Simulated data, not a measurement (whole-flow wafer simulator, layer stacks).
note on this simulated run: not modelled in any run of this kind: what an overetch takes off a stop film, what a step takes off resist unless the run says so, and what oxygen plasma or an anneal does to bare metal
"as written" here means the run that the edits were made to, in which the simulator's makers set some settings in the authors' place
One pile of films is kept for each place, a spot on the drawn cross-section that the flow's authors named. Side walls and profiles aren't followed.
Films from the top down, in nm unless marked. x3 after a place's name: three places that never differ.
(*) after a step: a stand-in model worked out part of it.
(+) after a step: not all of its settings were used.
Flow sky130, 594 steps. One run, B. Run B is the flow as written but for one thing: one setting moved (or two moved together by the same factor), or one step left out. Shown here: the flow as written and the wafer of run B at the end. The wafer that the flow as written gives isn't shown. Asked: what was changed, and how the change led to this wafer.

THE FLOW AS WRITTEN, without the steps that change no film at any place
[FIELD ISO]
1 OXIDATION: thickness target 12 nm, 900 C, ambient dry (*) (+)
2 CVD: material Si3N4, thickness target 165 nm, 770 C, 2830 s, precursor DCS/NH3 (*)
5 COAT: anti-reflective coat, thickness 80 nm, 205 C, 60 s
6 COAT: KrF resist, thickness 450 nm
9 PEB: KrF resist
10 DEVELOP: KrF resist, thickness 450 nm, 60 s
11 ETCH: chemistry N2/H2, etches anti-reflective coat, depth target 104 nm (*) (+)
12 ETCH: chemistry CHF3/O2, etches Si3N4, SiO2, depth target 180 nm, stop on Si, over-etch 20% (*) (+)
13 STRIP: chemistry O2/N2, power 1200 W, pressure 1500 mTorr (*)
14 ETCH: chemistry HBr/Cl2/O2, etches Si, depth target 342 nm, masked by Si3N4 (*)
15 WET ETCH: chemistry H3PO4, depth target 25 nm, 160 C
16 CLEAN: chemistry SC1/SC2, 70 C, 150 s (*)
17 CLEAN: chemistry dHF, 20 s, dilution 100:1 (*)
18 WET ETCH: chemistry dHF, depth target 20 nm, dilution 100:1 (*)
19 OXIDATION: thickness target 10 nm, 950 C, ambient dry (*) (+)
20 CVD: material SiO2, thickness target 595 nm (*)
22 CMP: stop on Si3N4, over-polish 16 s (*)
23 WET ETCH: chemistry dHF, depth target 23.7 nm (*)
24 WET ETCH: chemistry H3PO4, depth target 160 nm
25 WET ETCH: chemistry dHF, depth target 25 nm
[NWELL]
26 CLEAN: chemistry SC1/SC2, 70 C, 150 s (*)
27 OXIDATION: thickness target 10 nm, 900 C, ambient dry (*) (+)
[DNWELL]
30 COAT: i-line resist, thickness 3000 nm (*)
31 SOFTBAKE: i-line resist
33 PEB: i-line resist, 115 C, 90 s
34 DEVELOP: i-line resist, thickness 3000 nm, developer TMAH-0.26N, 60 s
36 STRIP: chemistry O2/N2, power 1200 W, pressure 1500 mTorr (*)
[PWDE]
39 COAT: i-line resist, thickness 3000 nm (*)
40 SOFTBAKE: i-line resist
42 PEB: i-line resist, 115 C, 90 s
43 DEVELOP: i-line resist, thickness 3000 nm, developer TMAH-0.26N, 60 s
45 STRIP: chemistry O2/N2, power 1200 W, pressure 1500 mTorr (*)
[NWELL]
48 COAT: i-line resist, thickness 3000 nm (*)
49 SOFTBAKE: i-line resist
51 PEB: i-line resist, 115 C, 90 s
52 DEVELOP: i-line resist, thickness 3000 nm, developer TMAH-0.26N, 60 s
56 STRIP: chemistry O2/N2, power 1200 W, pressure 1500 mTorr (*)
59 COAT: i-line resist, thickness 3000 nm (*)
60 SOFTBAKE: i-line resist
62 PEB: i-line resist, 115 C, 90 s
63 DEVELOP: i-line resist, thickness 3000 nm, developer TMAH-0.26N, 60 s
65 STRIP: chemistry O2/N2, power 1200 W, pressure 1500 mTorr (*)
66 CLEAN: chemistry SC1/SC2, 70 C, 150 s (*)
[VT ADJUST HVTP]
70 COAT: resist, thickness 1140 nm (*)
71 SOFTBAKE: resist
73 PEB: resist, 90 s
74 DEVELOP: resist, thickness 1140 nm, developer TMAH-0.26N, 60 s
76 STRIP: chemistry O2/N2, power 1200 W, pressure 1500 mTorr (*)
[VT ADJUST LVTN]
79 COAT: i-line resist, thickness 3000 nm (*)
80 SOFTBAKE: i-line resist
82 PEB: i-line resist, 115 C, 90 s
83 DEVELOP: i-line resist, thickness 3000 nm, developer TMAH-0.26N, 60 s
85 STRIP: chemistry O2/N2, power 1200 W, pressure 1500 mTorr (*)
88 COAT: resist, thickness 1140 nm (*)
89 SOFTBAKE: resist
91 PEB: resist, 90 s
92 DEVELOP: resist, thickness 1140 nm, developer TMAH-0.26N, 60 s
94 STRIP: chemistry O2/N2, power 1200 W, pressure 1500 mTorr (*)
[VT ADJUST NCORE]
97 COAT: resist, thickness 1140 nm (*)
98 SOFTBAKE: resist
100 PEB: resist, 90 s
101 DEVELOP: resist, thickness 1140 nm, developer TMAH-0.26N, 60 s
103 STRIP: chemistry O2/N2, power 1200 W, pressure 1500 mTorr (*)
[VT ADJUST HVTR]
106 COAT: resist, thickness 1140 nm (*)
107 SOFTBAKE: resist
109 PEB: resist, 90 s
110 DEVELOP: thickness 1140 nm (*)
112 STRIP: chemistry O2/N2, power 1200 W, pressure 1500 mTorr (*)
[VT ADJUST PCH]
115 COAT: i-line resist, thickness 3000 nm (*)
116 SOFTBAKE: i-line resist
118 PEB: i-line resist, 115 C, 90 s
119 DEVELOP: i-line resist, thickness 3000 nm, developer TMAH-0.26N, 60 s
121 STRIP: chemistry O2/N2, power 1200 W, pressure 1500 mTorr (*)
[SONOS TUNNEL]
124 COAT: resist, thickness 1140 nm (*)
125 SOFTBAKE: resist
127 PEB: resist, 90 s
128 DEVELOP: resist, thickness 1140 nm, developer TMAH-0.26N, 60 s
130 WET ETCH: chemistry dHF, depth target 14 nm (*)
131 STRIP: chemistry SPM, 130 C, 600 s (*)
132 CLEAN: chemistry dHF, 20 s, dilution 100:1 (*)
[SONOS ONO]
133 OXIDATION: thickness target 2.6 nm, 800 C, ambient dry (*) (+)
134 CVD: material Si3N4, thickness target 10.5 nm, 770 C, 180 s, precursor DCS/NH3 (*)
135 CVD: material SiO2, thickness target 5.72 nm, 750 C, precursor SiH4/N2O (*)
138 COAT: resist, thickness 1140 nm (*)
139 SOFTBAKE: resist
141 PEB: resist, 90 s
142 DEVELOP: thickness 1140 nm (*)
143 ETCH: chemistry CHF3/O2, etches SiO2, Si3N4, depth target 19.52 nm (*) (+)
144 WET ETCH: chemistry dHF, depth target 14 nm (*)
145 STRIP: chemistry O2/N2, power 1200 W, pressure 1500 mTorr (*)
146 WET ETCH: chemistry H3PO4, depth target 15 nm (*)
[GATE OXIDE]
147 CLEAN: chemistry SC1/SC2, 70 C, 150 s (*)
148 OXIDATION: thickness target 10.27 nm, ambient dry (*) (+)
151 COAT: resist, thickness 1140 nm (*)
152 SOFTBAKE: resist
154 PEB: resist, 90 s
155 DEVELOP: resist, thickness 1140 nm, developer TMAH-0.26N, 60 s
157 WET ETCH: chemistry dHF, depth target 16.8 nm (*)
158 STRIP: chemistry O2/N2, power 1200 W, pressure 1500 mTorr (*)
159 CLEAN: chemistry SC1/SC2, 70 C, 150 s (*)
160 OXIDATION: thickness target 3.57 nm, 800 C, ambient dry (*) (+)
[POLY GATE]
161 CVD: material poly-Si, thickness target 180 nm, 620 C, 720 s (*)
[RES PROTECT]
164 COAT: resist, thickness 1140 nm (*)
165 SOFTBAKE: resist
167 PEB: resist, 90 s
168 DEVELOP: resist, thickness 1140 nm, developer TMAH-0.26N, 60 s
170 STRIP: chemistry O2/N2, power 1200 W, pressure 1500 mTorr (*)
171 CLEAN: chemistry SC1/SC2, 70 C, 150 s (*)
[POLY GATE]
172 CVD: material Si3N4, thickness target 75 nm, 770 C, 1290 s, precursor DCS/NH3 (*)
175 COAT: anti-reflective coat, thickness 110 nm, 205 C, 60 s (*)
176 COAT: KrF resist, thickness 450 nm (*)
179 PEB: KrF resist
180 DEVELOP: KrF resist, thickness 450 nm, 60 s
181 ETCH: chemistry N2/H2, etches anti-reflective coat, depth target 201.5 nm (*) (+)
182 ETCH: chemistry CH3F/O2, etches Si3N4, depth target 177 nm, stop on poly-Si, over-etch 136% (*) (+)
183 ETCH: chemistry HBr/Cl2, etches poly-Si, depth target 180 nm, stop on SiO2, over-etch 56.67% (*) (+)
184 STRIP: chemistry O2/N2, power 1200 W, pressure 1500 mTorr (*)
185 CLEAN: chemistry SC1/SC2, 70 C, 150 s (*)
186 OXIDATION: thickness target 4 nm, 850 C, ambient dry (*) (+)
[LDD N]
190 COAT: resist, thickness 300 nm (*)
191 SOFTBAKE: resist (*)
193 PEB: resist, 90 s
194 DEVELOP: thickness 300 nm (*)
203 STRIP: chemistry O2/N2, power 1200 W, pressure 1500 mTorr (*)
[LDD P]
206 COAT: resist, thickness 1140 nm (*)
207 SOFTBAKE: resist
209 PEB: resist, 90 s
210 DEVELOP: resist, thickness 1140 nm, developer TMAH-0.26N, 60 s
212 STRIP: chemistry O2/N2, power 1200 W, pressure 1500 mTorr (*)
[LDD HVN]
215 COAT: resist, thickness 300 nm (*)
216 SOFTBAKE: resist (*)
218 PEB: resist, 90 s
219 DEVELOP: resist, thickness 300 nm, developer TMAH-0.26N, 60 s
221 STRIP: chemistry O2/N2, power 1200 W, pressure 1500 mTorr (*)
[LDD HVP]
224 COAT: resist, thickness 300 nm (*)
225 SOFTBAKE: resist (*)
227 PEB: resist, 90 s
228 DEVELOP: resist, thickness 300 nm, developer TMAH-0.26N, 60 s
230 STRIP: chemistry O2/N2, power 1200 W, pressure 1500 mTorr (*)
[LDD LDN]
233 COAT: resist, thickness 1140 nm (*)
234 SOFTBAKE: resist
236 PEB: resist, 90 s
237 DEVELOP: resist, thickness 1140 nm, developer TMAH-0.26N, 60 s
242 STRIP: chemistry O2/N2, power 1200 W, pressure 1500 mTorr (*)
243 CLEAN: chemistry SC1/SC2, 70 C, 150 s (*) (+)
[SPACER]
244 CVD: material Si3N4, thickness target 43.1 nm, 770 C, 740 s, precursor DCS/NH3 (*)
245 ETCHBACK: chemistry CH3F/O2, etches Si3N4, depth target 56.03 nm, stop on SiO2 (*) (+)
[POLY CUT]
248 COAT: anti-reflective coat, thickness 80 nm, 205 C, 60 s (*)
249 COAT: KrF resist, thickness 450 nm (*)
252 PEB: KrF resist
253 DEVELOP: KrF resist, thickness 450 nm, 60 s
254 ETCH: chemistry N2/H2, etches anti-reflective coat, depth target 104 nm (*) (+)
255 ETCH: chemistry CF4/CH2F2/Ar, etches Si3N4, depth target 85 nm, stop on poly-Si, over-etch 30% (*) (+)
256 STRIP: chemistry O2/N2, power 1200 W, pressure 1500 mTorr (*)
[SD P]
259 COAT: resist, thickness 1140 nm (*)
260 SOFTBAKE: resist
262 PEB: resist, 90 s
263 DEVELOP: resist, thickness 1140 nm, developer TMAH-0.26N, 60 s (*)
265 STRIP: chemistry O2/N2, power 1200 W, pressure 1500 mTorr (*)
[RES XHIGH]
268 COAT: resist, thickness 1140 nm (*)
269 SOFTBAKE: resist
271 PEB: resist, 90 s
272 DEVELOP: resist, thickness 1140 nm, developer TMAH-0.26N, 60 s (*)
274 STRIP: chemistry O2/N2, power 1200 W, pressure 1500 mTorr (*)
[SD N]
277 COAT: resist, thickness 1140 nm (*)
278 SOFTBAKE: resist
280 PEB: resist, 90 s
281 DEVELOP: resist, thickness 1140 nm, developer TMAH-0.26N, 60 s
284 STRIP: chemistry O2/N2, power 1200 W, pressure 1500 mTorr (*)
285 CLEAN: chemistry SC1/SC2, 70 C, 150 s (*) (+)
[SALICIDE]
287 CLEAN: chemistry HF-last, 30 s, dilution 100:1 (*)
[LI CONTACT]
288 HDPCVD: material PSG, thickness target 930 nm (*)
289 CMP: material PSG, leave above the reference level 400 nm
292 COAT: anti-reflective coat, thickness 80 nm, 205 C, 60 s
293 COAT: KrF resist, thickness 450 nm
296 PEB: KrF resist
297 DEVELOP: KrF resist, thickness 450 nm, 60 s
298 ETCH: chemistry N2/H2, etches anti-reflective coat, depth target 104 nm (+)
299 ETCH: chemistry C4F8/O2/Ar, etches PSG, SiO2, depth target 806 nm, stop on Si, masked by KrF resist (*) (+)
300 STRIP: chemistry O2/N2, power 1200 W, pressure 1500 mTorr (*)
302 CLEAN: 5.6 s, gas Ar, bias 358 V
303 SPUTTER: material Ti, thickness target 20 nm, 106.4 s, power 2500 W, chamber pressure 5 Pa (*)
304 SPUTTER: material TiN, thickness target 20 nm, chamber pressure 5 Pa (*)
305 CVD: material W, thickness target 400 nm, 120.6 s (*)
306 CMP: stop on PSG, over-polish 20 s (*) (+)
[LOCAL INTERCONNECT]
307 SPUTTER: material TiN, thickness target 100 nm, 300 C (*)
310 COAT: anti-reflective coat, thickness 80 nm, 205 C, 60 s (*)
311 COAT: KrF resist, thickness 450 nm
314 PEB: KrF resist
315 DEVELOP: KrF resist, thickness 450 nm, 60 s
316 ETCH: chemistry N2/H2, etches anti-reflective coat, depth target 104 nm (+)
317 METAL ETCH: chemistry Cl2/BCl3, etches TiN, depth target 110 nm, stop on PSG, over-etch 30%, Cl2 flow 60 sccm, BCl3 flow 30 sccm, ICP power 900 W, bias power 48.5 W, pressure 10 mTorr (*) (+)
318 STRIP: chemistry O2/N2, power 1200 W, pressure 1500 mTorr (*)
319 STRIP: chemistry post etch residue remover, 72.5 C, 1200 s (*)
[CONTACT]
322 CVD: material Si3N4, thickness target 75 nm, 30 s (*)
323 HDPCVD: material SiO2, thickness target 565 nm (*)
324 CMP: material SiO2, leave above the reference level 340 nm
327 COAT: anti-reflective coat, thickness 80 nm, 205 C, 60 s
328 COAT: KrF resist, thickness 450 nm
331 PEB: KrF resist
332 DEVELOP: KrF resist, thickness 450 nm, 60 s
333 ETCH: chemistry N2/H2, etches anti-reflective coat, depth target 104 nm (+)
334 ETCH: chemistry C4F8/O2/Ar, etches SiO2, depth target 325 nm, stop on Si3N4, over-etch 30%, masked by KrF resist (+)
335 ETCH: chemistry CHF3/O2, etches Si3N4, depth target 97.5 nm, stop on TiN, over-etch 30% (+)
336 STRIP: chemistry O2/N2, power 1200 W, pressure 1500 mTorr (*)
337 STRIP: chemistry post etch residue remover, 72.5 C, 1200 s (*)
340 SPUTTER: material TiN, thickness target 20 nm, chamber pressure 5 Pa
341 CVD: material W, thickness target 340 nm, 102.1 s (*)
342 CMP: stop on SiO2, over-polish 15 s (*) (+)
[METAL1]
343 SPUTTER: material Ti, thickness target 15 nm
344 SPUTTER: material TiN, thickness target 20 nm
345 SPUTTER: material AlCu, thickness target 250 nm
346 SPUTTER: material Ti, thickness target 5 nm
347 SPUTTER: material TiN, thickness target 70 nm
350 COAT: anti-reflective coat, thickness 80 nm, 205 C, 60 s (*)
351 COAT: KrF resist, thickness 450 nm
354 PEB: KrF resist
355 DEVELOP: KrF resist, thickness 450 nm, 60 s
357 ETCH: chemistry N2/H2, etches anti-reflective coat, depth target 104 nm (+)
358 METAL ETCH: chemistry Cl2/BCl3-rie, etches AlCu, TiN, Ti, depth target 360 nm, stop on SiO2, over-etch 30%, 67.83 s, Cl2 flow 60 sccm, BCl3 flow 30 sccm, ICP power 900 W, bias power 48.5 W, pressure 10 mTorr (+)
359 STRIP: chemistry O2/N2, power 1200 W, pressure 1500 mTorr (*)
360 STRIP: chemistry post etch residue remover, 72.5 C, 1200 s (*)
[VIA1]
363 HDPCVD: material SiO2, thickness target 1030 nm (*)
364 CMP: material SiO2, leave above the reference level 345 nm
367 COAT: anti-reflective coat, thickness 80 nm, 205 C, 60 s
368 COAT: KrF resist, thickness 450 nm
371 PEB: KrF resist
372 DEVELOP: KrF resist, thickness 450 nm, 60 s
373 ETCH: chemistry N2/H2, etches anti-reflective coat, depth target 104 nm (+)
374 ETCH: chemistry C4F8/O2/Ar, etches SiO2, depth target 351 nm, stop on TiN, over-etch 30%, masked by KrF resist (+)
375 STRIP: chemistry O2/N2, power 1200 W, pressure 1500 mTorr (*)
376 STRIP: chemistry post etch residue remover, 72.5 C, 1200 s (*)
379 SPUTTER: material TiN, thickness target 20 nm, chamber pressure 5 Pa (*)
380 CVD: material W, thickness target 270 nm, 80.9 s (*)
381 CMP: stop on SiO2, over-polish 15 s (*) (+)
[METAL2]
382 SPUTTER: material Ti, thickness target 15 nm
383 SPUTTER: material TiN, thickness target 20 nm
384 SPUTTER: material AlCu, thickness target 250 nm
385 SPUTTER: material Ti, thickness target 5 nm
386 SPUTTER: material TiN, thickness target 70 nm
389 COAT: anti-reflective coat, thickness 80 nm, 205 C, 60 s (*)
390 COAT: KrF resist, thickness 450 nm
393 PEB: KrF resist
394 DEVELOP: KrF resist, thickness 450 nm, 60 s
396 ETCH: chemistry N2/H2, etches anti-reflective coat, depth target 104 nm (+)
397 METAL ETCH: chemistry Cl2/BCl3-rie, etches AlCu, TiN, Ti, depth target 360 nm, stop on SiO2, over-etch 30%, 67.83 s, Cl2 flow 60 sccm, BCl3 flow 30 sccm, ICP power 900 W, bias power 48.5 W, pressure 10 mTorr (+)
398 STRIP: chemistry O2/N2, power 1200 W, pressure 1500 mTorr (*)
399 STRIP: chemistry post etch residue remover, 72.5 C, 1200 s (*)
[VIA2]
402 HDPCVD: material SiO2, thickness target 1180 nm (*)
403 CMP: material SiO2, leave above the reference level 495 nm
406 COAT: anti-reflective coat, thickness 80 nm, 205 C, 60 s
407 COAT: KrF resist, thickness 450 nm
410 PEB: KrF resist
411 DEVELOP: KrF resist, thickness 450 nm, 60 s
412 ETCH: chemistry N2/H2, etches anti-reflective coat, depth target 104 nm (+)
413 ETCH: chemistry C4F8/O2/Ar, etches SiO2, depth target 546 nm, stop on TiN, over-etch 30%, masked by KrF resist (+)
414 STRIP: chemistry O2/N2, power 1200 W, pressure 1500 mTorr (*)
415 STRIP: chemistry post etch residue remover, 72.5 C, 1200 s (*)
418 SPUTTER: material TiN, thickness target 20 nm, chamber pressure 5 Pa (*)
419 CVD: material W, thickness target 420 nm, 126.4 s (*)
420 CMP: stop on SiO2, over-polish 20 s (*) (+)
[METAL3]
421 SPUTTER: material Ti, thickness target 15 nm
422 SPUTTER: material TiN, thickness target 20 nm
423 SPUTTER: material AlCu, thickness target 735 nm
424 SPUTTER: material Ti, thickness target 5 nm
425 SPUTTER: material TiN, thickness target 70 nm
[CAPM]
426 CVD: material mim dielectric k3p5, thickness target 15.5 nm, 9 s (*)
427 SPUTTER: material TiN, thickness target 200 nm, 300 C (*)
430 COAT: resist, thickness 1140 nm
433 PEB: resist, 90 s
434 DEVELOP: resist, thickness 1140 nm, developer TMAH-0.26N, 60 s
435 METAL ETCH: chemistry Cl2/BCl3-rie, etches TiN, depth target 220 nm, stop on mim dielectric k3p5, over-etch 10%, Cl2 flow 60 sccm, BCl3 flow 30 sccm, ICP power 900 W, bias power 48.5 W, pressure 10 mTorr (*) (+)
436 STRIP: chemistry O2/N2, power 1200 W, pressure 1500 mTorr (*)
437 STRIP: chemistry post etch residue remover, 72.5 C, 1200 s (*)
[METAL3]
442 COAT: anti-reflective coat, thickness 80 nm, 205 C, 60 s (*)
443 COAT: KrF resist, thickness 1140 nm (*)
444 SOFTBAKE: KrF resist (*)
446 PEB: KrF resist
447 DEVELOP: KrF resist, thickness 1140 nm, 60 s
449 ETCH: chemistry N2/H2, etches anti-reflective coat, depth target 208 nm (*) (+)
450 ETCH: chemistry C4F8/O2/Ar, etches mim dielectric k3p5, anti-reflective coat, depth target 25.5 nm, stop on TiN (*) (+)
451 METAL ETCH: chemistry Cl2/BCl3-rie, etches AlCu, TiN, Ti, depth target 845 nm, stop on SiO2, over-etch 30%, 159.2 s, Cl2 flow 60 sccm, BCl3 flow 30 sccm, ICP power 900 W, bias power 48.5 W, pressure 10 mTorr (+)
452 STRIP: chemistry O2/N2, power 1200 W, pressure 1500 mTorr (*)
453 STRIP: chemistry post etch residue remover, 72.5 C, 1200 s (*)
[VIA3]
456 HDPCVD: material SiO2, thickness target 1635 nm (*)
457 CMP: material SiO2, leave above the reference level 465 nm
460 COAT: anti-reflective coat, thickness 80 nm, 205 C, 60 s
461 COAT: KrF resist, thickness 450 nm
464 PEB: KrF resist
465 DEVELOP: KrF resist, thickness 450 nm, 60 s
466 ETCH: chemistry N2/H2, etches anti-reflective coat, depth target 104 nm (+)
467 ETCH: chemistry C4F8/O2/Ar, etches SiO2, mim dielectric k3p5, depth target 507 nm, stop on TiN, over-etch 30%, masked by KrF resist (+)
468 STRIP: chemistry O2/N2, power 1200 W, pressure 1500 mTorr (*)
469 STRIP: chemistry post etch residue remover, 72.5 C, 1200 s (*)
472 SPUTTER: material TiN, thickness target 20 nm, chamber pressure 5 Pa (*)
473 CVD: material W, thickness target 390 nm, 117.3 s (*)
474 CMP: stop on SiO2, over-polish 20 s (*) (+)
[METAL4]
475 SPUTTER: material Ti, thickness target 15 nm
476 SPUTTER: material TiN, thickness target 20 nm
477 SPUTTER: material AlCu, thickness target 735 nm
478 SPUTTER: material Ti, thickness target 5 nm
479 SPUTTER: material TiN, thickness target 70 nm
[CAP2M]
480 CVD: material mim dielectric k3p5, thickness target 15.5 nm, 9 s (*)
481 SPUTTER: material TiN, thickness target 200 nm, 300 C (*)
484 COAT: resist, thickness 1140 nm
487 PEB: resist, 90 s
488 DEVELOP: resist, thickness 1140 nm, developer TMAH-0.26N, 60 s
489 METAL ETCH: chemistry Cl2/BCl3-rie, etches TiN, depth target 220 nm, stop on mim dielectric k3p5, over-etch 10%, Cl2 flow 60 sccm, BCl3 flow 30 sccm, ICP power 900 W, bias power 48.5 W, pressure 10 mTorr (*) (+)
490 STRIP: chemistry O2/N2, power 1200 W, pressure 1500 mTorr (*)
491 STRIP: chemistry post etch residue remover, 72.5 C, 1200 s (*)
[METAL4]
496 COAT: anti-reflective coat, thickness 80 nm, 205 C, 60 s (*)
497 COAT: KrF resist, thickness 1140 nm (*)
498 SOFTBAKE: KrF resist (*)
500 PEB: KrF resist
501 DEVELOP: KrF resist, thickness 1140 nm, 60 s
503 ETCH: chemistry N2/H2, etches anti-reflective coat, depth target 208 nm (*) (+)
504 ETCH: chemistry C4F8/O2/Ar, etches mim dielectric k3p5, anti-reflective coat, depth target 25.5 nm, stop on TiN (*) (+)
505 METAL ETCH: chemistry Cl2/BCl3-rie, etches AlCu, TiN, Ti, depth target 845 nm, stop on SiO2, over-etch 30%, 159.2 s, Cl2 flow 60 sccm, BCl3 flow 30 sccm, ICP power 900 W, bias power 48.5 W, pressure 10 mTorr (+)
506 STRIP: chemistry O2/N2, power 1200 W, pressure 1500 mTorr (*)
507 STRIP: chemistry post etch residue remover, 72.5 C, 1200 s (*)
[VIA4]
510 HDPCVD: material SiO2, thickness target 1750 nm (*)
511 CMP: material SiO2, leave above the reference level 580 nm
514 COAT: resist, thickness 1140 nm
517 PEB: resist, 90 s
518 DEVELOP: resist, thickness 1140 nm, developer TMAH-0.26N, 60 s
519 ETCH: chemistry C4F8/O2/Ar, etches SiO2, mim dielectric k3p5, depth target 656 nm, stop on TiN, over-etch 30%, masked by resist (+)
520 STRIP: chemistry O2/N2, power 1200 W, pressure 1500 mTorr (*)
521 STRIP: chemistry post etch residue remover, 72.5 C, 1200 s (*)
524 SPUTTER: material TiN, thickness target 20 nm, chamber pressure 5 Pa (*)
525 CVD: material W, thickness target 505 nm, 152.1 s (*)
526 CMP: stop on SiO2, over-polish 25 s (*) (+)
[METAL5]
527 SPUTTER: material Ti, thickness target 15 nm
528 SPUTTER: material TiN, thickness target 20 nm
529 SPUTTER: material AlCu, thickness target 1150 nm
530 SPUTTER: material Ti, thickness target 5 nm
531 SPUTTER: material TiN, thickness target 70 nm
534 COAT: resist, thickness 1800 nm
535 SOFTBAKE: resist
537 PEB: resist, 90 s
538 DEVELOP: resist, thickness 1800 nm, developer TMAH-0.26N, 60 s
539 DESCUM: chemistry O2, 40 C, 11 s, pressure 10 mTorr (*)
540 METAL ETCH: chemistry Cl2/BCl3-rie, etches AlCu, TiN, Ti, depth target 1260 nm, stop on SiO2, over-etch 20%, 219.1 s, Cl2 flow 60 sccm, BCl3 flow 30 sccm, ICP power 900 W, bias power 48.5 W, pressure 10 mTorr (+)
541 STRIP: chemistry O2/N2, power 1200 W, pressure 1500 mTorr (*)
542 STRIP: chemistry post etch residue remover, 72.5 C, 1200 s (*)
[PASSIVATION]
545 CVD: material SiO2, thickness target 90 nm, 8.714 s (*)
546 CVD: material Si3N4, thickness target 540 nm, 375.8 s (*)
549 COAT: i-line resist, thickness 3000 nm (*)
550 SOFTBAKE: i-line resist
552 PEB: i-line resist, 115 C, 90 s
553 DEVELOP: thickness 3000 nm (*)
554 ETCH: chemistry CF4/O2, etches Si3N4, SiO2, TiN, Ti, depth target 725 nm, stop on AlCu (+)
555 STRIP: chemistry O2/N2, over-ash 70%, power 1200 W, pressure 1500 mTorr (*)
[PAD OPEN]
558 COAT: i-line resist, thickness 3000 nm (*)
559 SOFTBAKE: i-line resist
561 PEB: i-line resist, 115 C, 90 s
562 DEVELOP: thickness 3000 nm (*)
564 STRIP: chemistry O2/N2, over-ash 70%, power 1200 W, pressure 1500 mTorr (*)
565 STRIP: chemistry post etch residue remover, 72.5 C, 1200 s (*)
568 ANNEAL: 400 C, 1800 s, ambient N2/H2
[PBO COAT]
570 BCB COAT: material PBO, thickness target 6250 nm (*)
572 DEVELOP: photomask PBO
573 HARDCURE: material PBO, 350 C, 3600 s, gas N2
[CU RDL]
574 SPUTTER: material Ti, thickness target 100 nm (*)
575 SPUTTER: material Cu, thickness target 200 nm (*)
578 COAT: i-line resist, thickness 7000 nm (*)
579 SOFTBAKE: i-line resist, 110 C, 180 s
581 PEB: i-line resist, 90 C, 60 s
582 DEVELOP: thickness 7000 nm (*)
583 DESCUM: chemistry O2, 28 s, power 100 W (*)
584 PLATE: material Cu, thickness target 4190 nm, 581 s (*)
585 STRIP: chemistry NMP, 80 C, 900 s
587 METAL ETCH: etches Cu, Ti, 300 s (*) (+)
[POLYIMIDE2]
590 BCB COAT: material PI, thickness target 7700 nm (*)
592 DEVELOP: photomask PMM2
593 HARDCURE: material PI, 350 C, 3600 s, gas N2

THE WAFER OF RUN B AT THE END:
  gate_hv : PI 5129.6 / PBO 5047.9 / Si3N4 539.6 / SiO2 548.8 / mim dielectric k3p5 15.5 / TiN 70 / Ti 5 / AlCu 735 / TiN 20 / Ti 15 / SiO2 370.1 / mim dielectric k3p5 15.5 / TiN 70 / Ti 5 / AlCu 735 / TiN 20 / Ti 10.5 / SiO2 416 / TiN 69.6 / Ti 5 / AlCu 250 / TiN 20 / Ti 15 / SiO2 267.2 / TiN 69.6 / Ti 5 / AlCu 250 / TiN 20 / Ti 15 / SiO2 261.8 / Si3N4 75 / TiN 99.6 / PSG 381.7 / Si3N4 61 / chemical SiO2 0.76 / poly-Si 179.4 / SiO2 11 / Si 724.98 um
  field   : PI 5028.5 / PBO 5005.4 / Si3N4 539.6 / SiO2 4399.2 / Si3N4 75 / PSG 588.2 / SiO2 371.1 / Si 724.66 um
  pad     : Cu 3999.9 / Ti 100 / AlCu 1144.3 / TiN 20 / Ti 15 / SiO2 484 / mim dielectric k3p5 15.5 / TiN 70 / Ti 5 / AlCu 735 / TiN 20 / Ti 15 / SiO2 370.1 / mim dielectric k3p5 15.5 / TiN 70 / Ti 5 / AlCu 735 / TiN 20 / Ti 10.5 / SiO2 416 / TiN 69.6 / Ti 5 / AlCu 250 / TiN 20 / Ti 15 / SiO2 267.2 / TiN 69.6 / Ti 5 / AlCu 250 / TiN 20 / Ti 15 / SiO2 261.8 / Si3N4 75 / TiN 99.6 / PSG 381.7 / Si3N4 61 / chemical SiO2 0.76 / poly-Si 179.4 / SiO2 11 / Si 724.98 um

The cause: step 421, SPUTTER: thickness target 10.5 nm was run, where the flow has thickness target 15 nm.
It can be read off the wafer: gate_hv has Ti 10.5, and step 421 as written asks for 15 nm.

How the change led to this, step by step:
  421 SPUTTER: material Ti, thickness target 15 nm
      field, active, n_well and 188 more: Ti +10.5 (new film) (as written it would be: Ti +15 (new film))
  451 METAL ETCH: chemistry Cl2/BCl3-rie, etches AlCu, TiN, Ti, depth target 845 nm, stop on SiO2, over-etch 30%, 159.2 s, Cl2 flow 60 sccm, BCl3 flow 30 sccm, ICP power 900 W, bias power 48.5 W, pressure 10 mTorr (+)
      field, active, gate and 69 more: TiN -70 (all of it), Ti -5 (all of it), AlCu -735 (all of it), TiN -20 (all of it), Ti -10.5 (all of it), SiO2 -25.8 (as written it would be: TiN -70 (all of it), Ti -5 (all of it), AlCu -735 (all of it), TiN -20 (all of it), Ti -15 (all of it), SiO2 -25.4)
      vpp_ln, vpp_iso2, ndiff_ln and 10 more: TiN -70 (all of it), Ti -5 (all of it), AlCu -735 (all of it), TiN -20 (all of it), Ti -10.5 (all of it), SiO2 -25.8 (as written it would be: TiN -70 (all of it), Ti -5 (all of it), AlCu -735 (all of it), TiN -20 (all of it), Ti -15 (all of it), SiO2 -25.3)
